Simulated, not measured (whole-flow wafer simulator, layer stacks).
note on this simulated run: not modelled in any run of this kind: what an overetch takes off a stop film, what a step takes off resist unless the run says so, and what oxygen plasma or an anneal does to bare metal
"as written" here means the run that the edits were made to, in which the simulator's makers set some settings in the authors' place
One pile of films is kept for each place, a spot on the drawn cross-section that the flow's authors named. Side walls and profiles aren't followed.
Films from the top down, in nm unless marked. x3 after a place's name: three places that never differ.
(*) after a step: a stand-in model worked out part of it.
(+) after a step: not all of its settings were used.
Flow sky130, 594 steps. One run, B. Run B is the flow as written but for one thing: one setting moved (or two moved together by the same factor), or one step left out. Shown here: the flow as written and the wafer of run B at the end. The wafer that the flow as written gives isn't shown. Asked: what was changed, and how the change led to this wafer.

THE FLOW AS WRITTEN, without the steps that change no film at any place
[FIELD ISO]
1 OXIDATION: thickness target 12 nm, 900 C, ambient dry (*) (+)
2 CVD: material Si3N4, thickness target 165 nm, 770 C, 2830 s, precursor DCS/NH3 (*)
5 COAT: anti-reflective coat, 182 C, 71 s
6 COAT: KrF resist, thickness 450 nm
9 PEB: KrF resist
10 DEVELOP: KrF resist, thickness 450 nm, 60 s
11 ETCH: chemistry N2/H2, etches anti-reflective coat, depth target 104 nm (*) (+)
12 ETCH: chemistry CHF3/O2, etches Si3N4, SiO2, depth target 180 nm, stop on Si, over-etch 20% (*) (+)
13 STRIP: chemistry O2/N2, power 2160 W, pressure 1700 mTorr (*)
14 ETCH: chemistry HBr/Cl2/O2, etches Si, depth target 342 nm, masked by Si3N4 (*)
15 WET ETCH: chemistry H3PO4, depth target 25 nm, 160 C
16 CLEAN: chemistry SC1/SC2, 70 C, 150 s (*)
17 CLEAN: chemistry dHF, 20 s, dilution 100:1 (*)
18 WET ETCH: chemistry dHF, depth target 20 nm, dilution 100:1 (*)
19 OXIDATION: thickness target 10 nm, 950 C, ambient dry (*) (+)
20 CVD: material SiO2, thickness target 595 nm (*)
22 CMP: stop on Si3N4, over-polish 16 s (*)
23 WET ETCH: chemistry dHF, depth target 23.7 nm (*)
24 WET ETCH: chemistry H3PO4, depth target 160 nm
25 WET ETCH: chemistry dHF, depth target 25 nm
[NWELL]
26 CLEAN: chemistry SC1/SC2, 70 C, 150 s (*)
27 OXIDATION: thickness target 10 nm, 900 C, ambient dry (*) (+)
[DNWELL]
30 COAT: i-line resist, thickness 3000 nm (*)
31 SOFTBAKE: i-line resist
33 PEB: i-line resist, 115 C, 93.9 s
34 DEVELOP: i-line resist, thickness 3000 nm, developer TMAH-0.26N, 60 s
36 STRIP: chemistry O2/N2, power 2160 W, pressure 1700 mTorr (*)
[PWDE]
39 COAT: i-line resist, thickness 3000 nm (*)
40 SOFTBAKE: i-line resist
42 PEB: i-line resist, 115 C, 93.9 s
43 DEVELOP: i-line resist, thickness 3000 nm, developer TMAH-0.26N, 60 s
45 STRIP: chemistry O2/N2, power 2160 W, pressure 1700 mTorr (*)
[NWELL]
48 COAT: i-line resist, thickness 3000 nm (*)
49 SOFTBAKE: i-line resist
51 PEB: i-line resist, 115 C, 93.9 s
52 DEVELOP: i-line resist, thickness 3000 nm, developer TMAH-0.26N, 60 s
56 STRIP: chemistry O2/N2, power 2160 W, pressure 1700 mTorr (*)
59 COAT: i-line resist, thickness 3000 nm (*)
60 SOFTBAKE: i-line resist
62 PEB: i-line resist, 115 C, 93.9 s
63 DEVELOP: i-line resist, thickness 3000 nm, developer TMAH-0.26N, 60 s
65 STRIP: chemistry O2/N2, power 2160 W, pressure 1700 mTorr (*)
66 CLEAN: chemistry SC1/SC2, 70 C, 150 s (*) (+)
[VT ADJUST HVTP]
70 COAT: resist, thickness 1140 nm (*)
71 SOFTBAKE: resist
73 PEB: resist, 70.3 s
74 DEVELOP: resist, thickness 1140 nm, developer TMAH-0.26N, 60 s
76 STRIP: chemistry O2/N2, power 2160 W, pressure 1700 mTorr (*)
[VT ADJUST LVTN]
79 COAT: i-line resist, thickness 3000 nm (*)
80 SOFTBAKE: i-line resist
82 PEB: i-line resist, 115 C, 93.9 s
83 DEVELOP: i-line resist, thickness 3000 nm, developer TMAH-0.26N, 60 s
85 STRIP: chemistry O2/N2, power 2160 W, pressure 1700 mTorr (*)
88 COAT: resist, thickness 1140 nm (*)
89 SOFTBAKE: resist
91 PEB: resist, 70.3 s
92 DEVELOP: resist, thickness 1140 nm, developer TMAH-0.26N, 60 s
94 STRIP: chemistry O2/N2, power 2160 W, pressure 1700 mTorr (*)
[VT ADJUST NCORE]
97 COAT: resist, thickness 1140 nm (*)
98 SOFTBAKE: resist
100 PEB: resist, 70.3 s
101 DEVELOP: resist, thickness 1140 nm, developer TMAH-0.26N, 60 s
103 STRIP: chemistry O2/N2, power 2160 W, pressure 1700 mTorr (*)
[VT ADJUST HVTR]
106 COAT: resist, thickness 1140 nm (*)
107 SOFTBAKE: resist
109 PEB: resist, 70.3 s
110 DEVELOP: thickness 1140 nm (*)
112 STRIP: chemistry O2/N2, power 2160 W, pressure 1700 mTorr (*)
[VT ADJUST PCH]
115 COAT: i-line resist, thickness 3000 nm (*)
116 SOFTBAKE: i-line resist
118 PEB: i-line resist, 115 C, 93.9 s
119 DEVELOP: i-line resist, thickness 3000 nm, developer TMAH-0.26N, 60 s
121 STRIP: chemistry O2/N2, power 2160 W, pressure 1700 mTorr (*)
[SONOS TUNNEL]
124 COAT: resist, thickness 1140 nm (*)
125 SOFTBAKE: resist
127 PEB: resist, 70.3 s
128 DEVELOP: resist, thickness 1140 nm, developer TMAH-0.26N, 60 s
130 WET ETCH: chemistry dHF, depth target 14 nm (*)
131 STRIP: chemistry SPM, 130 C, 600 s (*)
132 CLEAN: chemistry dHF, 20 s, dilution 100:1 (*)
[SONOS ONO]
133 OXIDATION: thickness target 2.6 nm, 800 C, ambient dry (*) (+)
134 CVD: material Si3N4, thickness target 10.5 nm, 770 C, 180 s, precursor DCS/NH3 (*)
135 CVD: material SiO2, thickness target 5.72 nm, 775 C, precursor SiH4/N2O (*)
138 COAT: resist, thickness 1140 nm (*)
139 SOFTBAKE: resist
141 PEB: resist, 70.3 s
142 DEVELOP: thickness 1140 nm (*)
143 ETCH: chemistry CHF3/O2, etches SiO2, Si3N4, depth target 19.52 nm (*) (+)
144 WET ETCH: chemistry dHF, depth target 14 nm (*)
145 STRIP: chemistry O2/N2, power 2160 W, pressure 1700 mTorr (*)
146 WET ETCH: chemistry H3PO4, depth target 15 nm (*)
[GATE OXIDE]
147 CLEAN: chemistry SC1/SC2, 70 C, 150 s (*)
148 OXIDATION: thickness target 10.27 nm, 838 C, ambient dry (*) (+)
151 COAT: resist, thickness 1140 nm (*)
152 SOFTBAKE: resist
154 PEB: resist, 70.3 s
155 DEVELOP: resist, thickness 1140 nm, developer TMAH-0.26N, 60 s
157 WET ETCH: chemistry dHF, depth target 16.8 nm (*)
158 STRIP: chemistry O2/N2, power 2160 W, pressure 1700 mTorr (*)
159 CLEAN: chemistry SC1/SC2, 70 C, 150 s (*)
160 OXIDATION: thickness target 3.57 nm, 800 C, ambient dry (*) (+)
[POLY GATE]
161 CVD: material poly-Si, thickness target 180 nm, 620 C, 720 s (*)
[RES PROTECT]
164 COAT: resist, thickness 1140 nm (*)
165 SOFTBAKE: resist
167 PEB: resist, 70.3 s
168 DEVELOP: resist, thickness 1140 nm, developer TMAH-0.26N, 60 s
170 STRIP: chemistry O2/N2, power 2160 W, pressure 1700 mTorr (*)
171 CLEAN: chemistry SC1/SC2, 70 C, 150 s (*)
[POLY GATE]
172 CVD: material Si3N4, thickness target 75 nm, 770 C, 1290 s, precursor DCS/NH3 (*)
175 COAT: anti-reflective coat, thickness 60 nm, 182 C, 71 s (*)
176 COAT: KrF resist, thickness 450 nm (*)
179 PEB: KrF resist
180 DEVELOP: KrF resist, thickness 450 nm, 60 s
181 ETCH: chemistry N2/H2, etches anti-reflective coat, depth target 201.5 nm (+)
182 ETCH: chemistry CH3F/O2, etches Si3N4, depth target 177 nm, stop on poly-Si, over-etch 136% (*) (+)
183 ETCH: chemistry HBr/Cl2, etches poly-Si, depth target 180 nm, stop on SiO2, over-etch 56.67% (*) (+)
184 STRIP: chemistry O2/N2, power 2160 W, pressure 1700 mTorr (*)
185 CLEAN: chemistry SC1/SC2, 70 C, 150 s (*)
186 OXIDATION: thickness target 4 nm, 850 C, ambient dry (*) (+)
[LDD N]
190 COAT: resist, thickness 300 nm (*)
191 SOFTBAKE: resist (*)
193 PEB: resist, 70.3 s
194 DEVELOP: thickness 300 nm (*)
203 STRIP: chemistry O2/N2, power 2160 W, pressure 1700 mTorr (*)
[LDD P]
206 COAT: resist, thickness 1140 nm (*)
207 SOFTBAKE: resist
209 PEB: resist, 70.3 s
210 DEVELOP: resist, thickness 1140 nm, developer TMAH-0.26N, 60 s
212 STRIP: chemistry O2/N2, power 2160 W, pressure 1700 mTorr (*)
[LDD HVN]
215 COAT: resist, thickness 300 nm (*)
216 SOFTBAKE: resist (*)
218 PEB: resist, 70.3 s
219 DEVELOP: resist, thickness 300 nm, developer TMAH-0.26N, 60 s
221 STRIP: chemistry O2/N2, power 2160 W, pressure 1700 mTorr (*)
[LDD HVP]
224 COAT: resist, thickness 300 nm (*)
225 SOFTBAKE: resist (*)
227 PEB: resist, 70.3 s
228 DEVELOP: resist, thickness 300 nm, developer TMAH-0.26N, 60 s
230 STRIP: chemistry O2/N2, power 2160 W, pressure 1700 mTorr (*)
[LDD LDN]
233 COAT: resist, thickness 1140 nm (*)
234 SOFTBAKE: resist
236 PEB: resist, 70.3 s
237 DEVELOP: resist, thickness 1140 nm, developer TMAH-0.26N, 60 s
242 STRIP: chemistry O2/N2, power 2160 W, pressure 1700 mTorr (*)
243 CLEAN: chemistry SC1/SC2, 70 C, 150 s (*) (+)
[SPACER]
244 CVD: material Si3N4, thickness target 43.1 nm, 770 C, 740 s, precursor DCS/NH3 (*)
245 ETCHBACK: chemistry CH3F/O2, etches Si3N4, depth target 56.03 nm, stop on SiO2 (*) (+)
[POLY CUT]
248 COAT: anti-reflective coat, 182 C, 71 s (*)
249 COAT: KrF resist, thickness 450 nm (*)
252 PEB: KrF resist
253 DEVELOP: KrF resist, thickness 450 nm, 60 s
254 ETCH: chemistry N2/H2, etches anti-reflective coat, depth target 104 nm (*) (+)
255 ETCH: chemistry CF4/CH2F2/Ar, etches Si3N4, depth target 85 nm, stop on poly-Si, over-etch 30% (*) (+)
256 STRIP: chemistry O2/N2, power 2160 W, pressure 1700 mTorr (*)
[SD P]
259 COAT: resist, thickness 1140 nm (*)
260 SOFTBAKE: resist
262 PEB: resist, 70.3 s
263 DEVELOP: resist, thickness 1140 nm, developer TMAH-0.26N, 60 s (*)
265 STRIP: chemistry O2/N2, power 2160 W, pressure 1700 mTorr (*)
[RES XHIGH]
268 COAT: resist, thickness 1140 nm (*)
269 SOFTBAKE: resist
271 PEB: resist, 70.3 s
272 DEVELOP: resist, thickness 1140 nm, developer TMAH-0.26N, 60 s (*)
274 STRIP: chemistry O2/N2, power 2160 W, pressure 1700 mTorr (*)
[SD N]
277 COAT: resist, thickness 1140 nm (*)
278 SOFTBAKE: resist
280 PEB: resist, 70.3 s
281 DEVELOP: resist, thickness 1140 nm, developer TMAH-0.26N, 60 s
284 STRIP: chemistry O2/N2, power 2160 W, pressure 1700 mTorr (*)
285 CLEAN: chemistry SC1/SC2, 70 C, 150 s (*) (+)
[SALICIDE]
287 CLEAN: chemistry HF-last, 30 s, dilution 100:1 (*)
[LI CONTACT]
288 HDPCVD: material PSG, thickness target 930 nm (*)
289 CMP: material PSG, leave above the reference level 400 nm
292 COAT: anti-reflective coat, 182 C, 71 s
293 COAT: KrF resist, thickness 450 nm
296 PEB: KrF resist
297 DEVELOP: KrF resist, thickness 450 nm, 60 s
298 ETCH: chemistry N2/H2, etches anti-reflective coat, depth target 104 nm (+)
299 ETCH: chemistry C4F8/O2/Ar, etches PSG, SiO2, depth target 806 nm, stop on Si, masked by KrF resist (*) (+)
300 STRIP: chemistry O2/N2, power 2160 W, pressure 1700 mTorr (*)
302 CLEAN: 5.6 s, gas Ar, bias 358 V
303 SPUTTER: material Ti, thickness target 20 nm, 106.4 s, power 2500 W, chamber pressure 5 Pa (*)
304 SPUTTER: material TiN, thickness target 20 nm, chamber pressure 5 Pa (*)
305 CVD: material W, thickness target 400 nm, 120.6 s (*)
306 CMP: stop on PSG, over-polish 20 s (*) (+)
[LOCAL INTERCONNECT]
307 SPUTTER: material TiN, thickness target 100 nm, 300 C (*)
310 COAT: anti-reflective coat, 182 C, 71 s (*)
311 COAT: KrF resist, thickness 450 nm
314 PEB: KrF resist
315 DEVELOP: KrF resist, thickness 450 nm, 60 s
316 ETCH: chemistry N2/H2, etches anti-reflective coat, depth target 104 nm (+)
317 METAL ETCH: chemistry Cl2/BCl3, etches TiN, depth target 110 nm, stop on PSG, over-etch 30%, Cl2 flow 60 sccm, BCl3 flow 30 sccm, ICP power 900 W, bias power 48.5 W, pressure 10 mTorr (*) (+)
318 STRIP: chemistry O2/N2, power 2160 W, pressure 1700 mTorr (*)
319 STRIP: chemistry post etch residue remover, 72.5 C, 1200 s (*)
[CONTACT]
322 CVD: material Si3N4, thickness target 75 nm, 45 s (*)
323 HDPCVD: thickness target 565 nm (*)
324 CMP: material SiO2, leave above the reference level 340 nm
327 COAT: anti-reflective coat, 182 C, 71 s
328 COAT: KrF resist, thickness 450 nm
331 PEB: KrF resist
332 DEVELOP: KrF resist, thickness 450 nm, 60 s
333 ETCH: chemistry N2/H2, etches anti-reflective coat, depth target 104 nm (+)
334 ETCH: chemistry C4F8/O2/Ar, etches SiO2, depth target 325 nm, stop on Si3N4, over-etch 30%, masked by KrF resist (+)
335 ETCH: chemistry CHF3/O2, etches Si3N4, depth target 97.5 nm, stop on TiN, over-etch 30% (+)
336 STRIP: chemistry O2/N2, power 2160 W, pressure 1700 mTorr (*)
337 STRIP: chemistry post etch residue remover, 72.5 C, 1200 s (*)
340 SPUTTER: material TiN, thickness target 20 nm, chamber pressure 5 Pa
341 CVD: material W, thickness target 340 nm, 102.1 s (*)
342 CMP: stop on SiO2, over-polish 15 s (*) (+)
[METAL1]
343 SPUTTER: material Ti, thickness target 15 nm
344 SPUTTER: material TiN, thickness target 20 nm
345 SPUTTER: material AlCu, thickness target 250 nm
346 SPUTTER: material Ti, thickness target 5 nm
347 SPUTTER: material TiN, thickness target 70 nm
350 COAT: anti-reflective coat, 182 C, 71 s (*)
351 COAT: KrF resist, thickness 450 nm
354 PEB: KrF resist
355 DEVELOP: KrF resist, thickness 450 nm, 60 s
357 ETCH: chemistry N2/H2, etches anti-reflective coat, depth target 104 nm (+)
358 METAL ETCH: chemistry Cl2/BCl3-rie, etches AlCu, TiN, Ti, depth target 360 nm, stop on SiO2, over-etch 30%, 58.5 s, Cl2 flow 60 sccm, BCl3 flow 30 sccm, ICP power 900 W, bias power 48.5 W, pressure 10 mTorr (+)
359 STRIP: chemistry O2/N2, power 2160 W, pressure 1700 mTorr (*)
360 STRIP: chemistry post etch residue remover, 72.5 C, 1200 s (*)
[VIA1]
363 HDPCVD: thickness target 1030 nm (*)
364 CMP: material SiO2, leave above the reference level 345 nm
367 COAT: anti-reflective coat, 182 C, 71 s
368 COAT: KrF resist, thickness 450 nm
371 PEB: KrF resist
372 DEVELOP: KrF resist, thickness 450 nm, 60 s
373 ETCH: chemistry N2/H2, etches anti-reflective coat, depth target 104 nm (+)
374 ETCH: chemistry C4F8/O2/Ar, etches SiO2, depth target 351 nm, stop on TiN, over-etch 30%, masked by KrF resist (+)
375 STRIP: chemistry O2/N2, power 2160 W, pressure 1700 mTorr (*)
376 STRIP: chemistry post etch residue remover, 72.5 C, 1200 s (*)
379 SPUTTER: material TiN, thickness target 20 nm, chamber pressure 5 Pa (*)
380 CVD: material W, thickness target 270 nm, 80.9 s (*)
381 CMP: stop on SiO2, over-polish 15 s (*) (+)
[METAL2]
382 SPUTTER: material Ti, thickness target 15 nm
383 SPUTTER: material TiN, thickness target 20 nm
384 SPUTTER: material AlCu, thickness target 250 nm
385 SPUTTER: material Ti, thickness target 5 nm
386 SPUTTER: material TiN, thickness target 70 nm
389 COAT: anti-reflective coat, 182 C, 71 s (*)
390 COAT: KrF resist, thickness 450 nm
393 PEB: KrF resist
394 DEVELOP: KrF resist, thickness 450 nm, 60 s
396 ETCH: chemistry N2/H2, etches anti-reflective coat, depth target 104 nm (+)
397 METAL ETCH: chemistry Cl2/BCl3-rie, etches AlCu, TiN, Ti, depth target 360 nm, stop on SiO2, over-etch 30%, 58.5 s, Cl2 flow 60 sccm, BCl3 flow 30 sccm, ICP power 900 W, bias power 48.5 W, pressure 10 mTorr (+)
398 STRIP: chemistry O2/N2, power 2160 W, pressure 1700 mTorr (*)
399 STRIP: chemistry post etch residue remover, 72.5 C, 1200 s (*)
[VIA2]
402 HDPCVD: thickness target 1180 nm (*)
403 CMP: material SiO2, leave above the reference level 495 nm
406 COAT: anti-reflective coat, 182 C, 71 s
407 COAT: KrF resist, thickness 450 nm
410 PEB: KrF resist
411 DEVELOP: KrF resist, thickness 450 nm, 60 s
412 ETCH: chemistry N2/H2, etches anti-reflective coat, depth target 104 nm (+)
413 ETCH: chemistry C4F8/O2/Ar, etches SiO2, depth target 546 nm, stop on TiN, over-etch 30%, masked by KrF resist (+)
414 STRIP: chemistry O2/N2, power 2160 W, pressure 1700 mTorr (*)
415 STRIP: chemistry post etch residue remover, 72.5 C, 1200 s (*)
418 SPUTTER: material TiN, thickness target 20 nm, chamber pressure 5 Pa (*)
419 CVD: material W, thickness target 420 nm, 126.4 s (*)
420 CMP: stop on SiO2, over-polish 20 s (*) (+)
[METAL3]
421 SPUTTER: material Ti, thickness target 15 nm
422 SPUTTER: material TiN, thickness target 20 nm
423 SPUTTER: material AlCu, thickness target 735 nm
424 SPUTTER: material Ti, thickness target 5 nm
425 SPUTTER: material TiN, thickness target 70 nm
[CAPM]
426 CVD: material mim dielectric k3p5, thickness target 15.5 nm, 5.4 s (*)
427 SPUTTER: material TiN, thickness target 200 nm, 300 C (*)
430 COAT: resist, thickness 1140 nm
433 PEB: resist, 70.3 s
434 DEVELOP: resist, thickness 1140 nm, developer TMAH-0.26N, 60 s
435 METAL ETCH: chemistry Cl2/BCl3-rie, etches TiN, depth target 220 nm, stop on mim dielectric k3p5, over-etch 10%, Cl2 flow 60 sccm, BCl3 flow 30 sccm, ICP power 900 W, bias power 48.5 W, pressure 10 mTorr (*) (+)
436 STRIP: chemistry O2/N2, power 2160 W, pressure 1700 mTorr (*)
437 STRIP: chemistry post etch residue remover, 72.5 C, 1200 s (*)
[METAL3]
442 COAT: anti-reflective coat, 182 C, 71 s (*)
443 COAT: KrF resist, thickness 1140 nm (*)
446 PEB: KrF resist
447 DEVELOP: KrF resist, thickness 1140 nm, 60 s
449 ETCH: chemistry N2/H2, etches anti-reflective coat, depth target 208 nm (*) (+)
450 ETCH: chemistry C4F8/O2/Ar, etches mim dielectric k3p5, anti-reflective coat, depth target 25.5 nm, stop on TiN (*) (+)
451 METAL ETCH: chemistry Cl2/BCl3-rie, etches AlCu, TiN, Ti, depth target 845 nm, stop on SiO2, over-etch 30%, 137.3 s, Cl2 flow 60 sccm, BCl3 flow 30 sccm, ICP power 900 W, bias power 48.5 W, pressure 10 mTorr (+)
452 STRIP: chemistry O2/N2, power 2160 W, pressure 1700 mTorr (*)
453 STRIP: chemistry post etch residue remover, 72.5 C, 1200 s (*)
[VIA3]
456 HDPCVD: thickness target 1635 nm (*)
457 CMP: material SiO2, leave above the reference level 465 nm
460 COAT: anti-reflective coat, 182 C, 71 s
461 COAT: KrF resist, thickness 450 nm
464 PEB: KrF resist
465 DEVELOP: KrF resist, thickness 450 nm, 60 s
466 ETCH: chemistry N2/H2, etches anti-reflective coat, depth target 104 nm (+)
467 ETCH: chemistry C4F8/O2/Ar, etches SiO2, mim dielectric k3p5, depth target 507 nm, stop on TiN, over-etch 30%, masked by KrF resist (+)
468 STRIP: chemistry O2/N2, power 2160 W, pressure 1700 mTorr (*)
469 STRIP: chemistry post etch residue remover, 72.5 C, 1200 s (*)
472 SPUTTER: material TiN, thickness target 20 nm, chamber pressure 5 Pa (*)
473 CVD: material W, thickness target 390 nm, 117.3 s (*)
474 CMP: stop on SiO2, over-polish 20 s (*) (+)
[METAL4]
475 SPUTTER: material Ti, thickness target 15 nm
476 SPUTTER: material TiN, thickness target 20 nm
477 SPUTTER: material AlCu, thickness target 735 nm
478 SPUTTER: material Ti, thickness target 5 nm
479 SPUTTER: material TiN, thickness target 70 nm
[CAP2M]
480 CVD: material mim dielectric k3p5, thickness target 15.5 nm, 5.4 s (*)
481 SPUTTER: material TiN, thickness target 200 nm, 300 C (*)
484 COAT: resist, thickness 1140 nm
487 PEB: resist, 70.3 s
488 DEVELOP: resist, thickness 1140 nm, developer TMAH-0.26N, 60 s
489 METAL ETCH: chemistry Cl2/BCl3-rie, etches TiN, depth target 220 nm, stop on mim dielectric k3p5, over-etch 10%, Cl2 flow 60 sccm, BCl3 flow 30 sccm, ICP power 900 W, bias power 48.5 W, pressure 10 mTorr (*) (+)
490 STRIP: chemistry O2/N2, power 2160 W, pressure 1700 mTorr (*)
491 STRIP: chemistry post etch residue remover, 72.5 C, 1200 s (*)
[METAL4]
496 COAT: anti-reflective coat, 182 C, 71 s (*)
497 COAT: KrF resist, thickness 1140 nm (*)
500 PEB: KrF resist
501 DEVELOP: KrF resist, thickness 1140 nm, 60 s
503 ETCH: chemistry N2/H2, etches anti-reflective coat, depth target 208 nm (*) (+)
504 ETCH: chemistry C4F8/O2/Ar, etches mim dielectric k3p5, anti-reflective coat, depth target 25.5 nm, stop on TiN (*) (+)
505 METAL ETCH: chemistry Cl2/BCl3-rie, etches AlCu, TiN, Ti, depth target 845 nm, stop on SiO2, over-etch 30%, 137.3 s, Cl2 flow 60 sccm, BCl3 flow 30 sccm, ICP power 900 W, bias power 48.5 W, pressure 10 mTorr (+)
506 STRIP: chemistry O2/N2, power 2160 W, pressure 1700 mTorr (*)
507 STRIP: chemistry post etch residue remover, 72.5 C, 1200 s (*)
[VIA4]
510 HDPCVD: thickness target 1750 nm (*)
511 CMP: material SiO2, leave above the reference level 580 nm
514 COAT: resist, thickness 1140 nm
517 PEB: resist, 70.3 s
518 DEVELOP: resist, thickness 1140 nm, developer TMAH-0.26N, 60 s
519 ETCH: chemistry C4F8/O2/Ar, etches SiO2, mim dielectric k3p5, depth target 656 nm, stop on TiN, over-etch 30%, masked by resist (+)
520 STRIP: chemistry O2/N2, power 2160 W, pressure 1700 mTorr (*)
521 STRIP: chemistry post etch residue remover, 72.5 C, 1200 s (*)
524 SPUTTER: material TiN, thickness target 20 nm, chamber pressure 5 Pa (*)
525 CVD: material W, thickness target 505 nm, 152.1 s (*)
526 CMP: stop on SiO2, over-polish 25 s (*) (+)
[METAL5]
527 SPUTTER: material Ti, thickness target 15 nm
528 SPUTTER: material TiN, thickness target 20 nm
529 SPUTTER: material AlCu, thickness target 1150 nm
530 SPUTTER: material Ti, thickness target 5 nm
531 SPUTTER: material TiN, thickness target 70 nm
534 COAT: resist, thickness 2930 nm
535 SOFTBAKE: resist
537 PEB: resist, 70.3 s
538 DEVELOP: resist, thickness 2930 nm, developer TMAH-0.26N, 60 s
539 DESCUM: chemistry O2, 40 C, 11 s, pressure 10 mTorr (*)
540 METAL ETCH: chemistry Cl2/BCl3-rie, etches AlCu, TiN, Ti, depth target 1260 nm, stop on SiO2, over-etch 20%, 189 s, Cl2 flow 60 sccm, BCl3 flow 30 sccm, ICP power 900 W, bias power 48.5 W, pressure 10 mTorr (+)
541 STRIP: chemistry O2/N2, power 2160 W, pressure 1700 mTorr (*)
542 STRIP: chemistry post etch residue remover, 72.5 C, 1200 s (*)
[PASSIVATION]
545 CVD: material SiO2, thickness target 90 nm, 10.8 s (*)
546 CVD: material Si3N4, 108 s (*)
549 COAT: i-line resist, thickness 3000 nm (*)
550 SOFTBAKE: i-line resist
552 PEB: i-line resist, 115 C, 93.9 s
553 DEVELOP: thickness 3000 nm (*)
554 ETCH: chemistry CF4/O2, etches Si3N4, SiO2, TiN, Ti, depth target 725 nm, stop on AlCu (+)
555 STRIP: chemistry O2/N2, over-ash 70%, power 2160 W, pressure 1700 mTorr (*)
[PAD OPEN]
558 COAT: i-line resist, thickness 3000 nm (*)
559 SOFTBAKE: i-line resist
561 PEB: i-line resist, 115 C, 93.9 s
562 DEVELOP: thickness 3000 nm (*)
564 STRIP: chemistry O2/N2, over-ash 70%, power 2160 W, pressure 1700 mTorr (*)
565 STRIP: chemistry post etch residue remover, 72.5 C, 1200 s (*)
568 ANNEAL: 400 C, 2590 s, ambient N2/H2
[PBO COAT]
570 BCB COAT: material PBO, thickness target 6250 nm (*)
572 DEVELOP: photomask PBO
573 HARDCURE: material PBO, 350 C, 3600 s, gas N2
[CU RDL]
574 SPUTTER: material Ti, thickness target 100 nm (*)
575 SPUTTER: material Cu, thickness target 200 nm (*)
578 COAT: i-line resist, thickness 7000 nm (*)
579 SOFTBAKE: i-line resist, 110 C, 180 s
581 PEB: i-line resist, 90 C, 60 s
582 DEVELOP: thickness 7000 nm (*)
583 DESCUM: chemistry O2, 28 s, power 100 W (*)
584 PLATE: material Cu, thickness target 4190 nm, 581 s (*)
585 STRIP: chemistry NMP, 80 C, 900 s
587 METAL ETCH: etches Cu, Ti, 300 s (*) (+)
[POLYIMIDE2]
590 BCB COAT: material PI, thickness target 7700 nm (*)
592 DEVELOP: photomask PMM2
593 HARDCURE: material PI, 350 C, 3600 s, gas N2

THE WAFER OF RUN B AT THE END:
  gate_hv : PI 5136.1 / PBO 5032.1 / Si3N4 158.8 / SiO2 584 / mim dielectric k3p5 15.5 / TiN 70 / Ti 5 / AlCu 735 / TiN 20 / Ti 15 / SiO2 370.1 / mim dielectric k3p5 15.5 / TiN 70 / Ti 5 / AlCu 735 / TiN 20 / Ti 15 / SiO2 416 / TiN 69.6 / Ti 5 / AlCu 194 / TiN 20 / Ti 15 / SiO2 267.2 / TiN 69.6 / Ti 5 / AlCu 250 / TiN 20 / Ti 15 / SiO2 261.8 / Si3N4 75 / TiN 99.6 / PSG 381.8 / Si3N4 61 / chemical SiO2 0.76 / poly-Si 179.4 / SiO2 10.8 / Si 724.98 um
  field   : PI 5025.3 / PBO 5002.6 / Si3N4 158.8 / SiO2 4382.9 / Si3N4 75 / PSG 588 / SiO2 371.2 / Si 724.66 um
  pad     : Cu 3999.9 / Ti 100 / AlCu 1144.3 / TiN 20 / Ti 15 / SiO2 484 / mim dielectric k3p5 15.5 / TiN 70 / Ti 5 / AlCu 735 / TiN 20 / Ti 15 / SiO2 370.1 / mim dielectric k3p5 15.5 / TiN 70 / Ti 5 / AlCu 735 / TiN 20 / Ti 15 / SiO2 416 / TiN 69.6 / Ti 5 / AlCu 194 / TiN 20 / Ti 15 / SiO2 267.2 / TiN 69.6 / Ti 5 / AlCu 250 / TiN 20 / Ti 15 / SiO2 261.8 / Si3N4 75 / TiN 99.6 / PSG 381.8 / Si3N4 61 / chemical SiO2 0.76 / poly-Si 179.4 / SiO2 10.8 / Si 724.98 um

The cause: step 384, SPUTTER: thickness target 194 nm was run, where the flow has thickness target 250 nm.
It can be read off the wafer: gate_hv has AlCu 194, and step 384 as written asks for 250 nm.

How the change led to this, step by step:
  384 SPUTTER: material AlCu, thickness target 250 nm
      field, active, n_well and 188 more: AlCu +194 (new film) (as written it would be: AlCu +250 (new film))
  397 METAL ETCH: chemistry Cl2/BCl3-rie, etches AlCu, TiN, Ti, depth target 360 nm, stop on SiO2, over-etch 30%, 58.5 s, Cl2 flow 60 sccm, BCl3 flow 30 sccm, ICP power 900 W, bias power 48.5 W, pressure 10 mTorr (+)
      field, active, gate and 82 more: TiN -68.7 (all of it), Ti -5 (all of it), AlCu -194 (all of it), TiN -20 (all of it), Ti -15 (all of it), SiO2 -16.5 (as written it would be: TiN -68.7 (all of it), Ti -5 (all of it), AlCu -250 (all of it), TiN -20 (all of it), Ti -15 (all of it), SiO2 -10.9)
  403 CMP: material SiO2, leave above the reference level 495 nm
      field, active, gate and 82 more: SiO2 -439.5 (as written it would be: SiO2 -389.1)
